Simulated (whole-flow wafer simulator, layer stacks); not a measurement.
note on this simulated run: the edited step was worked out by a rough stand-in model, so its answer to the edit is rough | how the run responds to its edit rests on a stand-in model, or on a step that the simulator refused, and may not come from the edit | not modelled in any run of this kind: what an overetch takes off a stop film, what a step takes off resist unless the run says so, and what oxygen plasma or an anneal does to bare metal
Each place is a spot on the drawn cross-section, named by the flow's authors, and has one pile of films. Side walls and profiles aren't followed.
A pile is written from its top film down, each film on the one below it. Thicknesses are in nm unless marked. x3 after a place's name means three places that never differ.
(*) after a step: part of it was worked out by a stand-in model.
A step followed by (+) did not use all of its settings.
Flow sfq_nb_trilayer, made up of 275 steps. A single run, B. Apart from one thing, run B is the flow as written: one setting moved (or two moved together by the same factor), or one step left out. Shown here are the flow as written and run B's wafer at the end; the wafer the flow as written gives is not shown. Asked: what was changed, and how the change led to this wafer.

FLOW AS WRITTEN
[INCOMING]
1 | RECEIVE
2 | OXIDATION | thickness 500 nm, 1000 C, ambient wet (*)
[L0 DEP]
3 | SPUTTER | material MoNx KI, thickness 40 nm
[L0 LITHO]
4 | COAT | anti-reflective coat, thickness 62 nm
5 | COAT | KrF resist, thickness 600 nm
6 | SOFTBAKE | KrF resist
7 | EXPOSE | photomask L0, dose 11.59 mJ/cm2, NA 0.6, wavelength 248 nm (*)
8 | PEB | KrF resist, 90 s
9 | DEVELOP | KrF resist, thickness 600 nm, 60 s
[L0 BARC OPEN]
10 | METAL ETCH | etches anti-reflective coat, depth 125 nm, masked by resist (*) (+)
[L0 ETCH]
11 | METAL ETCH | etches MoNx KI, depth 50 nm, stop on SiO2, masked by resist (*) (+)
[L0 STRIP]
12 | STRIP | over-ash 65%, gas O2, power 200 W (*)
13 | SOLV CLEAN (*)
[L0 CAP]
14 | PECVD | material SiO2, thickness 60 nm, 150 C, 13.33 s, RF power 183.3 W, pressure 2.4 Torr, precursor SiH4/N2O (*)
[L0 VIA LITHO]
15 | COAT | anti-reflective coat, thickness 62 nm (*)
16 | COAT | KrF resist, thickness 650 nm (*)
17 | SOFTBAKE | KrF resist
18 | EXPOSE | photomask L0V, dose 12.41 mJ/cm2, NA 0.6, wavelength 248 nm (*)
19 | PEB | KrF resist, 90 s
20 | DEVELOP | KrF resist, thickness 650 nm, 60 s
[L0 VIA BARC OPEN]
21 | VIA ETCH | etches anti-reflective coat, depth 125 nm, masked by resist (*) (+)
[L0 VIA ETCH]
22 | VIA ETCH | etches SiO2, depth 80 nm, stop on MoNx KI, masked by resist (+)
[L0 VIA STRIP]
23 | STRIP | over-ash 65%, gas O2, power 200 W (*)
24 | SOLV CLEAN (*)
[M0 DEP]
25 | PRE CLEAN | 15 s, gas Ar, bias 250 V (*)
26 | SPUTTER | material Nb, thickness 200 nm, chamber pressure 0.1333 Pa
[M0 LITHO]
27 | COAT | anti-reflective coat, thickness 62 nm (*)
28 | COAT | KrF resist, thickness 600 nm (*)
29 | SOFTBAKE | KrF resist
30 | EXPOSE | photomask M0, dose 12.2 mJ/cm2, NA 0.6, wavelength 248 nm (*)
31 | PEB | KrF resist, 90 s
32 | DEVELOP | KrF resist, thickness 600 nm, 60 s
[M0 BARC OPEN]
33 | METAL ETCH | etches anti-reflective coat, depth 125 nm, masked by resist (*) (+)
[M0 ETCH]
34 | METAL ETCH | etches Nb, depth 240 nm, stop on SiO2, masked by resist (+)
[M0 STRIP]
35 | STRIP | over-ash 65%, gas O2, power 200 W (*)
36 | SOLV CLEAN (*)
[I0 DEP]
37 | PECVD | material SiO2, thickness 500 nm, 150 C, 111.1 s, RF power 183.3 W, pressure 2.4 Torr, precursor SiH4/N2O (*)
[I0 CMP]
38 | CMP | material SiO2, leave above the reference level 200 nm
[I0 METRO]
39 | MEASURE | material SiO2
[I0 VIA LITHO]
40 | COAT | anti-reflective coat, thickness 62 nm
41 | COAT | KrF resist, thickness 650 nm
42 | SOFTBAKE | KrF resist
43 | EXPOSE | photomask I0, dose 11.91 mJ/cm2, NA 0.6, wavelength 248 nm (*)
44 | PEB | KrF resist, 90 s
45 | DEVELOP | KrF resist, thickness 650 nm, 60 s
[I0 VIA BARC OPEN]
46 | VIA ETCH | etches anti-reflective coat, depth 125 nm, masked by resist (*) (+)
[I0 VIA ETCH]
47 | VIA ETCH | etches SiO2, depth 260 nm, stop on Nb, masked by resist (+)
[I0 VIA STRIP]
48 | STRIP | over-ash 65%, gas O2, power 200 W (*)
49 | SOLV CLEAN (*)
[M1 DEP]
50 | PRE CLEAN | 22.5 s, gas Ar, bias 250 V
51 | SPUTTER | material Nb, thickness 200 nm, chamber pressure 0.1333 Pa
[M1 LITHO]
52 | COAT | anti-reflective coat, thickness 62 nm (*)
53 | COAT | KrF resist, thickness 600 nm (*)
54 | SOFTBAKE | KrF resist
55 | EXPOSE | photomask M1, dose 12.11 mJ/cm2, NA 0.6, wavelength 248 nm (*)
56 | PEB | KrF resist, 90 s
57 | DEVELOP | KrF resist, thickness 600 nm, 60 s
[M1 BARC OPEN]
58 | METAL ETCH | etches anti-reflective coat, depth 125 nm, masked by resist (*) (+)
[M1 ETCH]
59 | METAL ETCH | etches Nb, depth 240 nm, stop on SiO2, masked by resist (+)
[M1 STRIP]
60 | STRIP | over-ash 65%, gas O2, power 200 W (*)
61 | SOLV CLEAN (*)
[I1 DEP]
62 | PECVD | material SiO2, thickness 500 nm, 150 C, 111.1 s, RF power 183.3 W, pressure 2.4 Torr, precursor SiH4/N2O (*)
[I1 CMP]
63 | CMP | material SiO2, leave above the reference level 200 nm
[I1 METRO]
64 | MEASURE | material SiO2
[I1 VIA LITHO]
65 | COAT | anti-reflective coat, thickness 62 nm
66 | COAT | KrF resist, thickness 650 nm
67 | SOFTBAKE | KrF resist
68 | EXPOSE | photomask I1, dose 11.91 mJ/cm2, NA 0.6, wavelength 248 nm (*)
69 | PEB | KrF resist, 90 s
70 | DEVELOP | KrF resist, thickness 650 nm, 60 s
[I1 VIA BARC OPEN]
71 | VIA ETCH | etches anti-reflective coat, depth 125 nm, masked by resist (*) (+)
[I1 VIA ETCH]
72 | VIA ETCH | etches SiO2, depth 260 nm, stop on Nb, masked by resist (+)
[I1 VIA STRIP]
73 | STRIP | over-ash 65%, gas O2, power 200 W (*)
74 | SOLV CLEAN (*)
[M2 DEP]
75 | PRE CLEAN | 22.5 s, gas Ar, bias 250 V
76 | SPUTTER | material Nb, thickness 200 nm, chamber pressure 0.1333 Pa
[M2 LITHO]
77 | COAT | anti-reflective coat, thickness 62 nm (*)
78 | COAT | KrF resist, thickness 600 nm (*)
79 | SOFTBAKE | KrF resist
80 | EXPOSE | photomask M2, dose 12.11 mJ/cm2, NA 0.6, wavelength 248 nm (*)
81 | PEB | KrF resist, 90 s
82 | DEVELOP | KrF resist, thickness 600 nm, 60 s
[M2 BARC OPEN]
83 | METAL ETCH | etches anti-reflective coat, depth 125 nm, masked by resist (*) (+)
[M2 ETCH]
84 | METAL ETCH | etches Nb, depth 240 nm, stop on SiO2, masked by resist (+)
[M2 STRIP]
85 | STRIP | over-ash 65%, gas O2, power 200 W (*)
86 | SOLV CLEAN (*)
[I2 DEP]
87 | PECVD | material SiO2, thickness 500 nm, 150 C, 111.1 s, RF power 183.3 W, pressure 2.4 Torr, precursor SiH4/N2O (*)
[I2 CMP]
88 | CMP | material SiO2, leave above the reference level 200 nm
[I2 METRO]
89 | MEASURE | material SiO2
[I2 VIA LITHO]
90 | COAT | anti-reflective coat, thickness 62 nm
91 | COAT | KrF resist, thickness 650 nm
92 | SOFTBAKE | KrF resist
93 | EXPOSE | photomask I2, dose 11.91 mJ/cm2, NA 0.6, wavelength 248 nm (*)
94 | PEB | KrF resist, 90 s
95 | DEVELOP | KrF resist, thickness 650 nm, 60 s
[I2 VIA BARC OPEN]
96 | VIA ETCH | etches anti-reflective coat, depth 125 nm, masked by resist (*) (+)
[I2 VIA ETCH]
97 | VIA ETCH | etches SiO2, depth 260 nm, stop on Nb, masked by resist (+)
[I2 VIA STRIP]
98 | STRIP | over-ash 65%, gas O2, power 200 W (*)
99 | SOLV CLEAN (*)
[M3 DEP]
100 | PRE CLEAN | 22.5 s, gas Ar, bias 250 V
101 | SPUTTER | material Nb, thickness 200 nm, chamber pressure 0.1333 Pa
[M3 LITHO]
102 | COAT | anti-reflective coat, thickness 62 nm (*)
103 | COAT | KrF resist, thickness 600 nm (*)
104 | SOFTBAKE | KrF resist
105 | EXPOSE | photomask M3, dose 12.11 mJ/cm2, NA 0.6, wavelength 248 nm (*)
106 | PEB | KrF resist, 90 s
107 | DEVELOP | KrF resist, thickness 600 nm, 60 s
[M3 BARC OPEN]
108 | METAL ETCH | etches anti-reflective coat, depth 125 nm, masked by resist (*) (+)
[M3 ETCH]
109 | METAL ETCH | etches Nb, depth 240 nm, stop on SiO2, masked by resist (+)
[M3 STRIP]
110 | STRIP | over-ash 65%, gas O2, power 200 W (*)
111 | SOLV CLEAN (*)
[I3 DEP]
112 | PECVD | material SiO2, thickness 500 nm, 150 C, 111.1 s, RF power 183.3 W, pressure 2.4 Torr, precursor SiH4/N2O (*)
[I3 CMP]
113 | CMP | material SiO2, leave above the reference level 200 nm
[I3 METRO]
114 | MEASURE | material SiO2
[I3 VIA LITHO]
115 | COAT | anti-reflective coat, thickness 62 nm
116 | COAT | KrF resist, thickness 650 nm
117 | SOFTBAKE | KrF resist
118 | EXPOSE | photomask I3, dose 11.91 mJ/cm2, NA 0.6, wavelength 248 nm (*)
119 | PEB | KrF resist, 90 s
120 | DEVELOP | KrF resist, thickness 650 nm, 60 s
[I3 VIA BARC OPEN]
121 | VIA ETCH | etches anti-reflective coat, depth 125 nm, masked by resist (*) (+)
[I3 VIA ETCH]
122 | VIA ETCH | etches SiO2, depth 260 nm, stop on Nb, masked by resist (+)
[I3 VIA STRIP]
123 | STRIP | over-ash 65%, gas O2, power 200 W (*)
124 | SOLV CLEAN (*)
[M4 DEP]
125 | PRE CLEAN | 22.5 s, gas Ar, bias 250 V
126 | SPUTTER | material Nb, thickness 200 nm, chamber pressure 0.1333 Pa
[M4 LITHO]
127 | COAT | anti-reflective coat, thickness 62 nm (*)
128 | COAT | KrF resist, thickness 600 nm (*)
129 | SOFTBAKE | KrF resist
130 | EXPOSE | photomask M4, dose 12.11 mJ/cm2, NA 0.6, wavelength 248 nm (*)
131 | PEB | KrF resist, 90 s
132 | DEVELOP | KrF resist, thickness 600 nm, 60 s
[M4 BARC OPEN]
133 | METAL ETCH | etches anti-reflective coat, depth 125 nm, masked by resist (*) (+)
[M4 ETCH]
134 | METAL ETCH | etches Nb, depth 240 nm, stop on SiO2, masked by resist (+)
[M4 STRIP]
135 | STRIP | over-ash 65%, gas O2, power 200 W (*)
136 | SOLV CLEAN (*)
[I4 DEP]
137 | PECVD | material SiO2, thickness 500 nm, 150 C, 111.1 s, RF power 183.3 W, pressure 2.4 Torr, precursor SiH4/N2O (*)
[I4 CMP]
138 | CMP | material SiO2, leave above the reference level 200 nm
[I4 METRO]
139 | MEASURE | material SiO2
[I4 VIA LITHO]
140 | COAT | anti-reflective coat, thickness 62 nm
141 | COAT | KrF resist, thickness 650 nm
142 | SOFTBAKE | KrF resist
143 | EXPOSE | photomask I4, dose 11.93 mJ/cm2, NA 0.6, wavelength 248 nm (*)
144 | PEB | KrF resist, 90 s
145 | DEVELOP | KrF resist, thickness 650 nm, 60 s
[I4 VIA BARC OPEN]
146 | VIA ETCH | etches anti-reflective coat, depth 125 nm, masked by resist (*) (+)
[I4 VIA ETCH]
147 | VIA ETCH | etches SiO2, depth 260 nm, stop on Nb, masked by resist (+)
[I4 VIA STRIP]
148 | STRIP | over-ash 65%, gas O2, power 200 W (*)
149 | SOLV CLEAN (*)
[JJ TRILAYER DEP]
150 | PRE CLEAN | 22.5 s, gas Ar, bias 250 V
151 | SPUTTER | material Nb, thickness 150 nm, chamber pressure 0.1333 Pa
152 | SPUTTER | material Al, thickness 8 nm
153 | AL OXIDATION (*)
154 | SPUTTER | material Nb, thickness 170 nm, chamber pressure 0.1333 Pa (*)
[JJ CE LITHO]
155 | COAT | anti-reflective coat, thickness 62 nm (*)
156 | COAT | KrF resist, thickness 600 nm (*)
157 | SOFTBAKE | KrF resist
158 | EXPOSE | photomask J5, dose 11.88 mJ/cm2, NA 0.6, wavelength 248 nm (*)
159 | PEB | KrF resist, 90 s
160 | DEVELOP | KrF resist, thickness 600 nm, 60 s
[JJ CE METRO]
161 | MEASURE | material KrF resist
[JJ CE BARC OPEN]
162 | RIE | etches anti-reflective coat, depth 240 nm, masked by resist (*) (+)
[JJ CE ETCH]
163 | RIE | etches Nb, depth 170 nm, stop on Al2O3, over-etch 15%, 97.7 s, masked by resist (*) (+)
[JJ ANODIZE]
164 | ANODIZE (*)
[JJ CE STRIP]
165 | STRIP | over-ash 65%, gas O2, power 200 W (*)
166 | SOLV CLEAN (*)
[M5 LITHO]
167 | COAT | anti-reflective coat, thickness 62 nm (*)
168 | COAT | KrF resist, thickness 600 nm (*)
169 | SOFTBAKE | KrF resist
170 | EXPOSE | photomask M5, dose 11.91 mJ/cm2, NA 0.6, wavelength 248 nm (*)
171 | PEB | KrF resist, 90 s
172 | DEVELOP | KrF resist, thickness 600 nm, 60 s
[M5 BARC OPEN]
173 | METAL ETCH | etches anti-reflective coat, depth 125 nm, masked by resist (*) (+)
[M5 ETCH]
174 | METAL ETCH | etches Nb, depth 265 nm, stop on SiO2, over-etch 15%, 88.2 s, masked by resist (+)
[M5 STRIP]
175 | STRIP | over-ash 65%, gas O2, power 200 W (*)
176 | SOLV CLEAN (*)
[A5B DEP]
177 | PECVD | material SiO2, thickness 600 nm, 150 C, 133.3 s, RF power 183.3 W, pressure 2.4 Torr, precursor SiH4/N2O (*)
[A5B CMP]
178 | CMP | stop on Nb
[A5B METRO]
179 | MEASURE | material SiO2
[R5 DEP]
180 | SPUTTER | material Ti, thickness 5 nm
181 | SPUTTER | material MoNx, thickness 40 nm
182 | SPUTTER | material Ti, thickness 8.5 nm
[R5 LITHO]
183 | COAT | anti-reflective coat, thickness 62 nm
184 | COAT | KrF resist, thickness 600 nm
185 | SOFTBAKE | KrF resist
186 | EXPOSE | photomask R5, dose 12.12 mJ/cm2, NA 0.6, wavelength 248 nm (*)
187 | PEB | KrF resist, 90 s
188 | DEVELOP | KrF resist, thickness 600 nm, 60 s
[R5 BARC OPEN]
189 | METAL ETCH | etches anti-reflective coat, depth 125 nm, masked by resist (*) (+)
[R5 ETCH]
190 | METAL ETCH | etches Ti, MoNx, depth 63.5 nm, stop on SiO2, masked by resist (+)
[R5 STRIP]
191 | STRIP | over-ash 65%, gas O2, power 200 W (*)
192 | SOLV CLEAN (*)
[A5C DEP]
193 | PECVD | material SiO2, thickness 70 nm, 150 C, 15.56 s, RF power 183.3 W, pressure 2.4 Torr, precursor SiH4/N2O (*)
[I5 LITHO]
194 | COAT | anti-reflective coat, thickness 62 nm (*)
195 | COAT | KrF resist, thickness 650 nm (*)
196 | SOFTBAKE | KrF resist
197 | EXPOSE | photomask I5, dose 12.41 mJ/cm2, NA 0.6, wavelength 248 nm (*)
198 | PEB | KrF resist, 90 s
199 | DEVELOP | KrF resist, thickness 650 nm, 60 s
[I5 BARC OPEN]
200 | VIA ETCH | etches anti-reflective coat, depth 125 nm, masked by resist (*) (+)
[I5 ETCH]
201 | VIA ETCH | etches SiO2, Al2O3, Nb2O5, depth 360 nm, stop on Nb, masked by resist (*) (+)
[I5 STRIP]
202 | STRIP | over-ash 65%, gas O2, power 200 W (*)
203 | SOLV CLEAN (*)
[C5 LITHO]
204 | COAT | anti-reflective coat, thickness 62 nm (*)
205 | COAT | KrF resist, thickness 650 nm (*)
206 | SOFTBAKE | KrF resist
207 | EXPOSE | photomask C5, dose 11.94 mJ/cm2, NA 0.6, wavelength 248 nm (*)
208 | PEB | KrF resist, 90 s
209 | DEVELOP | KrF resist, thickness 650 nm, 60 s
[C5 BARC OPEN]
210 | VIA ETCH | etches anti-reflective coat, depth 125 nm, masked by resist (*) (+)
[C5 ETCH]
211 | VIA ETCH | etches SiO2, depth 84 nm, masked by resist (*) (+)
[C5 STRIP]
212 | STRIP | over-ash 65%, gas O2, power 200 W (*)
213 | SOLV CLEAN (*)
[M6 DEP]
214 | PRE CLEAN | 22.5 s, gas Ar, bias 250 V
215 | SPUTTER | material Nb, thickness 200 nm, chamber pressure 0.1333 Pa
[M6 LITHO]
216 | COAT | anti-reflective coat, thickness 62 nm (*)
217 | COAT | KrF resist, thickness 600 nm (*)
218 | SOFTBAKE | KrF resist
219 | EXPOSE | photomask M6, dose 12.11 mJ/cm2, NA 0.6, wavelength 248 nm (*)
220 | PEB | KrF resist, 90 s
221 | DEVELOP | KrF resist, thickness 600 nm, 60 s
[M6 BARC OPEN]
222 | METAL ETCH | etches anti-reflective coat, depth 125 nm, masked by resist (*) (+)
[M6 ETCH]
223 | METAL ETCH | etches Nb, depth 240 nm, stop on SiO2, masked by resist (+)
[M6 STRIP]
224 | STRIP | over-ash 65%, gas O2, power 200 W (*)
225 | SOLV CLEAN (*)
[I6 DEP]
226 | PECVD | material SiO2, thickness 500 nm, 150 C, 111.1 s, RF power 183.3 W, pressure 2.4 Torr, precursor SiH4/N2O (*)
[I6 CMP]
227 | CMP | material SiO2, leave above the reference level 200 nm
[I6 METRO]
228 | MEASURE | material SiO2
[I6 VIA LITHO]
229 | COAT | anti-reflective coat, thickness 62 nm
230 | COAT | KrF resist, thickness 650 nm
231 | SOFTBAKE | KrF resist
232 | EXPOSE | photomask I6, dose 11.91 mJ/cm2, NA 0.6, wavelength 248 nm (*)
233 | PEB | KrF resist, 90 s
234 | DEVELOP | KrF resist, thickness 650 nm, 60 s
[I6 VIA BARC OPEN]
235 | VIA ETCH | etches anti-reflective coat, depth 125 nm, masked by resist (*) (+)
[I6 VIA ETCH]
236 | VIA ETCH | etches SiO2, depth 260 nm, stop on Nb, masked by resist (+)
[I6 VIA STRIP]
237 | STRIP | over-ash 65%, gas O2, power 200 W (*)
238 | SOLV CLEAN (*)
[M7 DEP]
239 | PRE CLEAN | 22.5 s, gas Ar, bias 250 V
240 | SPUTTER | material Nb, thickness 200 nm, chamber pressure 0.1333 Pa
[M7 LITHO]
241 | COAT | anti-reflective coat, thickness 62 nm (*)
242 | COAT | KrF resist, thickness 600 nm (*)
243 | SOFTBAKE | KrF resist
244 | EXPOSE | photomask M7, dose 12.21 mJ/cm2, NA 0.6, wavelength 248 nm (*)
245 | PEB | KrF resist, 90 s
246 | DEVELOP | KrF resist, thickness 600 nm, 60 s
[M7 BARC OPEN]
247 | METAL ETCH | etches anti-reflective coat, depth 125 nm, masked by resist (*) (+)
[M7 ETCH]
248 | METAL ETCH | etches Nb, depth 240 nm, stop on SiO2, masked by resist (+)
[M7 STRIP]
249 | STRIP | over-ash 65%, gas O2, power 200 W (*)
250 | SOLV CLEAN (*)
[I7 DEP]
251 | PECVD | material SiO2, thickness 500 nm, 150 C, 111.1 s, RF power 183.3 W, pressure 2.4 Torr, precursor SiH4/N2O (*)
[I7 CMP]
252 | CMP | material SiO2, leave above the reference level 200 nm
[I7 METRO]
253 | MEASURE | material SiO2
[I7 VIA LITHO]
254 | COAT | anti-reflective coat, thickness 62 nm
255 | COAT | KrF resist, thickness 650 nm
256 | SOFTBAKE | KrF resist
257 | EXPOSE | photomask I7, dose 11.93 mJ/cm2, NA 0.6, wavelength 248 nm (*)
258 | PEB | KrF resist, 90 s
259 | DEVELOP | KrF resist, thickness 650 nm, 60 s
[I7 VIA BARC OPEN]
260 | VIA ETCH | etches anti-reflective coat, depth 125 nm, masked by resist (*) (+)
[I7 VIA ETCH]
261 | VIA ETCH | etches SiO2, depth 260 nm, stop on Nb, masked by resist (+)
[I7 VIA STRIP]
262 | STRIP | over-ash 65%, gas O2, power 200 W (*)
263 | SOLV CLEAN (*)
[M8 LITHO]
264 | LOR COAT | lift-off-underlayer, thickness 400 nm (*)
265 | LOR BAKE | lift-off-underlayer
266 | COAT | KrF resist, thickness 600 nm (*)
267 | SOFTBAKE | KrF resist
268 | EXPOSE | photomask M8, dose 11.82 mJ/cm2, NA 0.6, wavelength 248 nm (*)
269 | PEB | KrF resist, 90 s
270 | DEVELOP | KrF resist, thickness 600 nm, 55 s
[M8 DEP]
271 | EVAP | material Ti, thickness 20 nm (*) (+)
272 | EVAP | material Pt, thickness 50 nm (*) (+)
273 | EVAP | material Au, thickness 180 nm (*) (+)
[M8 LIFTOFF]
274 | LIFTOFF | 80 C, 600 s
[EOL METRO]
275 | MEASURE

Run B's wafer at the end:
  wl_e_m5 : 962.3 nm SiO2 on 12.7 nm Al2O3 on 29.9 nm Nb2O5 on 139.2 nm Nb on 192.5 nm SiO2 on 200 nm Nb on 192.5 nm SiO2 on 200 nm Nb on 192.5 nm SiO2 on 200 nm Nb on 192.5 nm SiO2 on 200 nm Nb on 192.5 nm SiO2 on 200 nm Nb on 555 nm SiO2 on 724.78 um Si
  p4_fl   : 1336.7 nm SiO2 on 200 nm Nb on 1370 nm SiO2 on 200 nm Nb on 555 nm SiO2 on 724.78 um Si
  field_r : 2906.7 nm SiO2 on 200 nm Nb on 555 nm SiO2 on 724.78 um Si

Cause: step 193, PECVD: thickness 30.8 nm was run, whereas the flow has thickness 70 nm; step 193, PECVD: 6.844 s was run, where the flow has 15.56 s.

The path from the change to this, step by step:
  193 | PECVD | material SiO2, thickness 70 nm, 150 C, 15.56 s, RF power 183.3 W, pressure 2.4 Torr, precursor SiH4/N2O (*)
      field_l, v_sur, via_wl and 92 more: +30.8 SiO2 (in the flow as written it would be: +70 SiO2)
      ce_l, c5j, ce_r and 8 more: +30.8 SiO2 (new film) (in the flow as written it would be: +70 SiO2 (new film))
  194 | COAT | anti-reflective coat, thickness 62 nm (*)
      r5r_line_l: +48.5 anti-reflective coat (new film) (in the flow as written it would be: +49.5 anti-reflective coat (new film))
      r5r_line_r: +48.4 anti-reflective coat (new film) (in the flow as written it would be: +49.4 anti-reflective coat (new film))
  201 | VIA ETCH | etches SiO2, Al2O3, Nb2O5, depth 360 nm, stop on Nb, masked by resist (*) (+)
      be: -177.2 SiO2 (all of it), -12.7 Al2O3 (all of it), -29.9 Nb2O5 (all of it) (in the flow as written it would be: -216.4 SiO2 (all of it), -12.7 Al2O3 (all of it), -29.9 Nb2O5 (all of it))
  202 | STRIP | over-ash 65%, gas O2, power 200 W (*)
      r5r_line_l: -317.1 KrF resist (all of it), -48.5 anti-reflective coat (all of it) (in the flow as written it would be: -317.5 KrF resist (all of it), -49.5 anti-reflective coat (all of it))
      r5r_line_r: -317.3 KrF resist (all of it), -48.4 anti-reflective coat (all of it) (in the flow as written it would be: -317.5 KrF resist (all of it), -49.4 anti-reflective coat (all of it))
  204 | COAT | anti-reflective coat, thickness 62 nm (*)
      wire: +48.6 anti-reflective coat (new film) (in the flow as written it would be: +47.4 anti-reflective coat (new film))
      be: +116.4 anti-reflective coat (new film) (in the flow as written it would be: +122.2 anti-reflective coat (new film))
      (and at 3 other places as well)
  205 | COAT | KrF resist, thickness 650 nm (*)
      be: +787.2 KrF resist (new film) (in the flow as written it would be: +815.3 KrF resist (new film))
  211 | VIA ETCH | etches SiO2, depth 84 nm, masked by resist (*) (+)
      field_l, v_sur, via_wl and 101 more: -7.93 KrF resist (in the flow as written it would be: -14.5 KrF resist)
      c5j: -30.7 SiO2 (all of it), -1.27 Nb (in the flow as written it would be: -69.9 SiO2 (all of it), -1.18 Nb)
      (and at 1 other place as well)
  212 | STRIP | over-ash 65%, gas O2, power 200 W (*)
      wire: -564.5 KrF resist (all of it), -48.6 anti-reflective coat (all of it) (in the flow as written it would be: -555.8 KrF resist (all of it), -47.4 anti-reflective coat (all of it))
      be: -706.6 KrF resist (all of it), -116.4 anti-reflective coat (all of it) (in the flow as written it would be: -728.2 KrF resist (all of it), -122.2 anti-reflective coat (all of it))
      (and at 3 other places as well)
  215 | SPUTTER | material Nb, thickness 200 nm, chamber pressure 0.1333 Pa
      be: +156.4 Nb (in the flow as written it would be: +147.3 Nb)
      c5j: +197.9 Nb (in the flow as written it would be: +188.4 Nb)
      (and at 1 other place as well)
  216 | COAT | anti-reflective coat, thickness 62 nm (*)
      wire: +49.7 anti-reflective coat (new film) (in the flow as written it would be: +48.3 anti-reflective coat (new film))
      be: +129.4 anti-reflective coat (new film) (in the flow as written it would be: +136.7 anti-reflective coat (new film))
      (and at 9 other places as well)
  217 | COAT | KrF resist, thickness 600 nm (*)
      be: +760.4 KrF resist (new film) (in the flow as written it would be: +793.9 KrF resist (new film))
      c5j: +620.2 KrF resist (new film) (in the flow as written it would be: +636 KrF resist (new film))
      (and at 1 other place as well)
  224 | STRIP | over-ash 65%, gas O2, power 200 W (*)
      wire: -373 KrF resist (all of it), -49.7 anti-reflective coat (all of it) (in the flow as written it would be: -369.8 KrF resist (all of it), -48.3 anti-reflective coat (all of it))
      be: -542.4 KrF resist (all of it), -129.4 anti-reflective coat (all of it) (in the flow as written it would be: -575.8 KrF resist (all of it), -136.7 anti-reflective coat (all of it))
      (and at 9 other places as well)
  226 | PECVD | material SiO2, thickness 500 nm, 150 C, 111.1 s, RF power 183.3 W, pressure 2.4 Torr, precursor SiH4/N2O (*)
      be: +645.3 SiO2 (new film) (in the flow as written it would be: +693.5 SiO2 (new film))
      c5j: +500 SiO2 (new film) (in the flow as written it would be: +514.7 SiO2 (new film))
  227 | CMP | material SiO2, leave above the reference level 200 nm
      c5j: -256.9 SiO2 (in the flow as written it would be: -223 SiO2)
      res: -325.7 SiO2 (in the flow as written it would be: -279.4 SiO2)
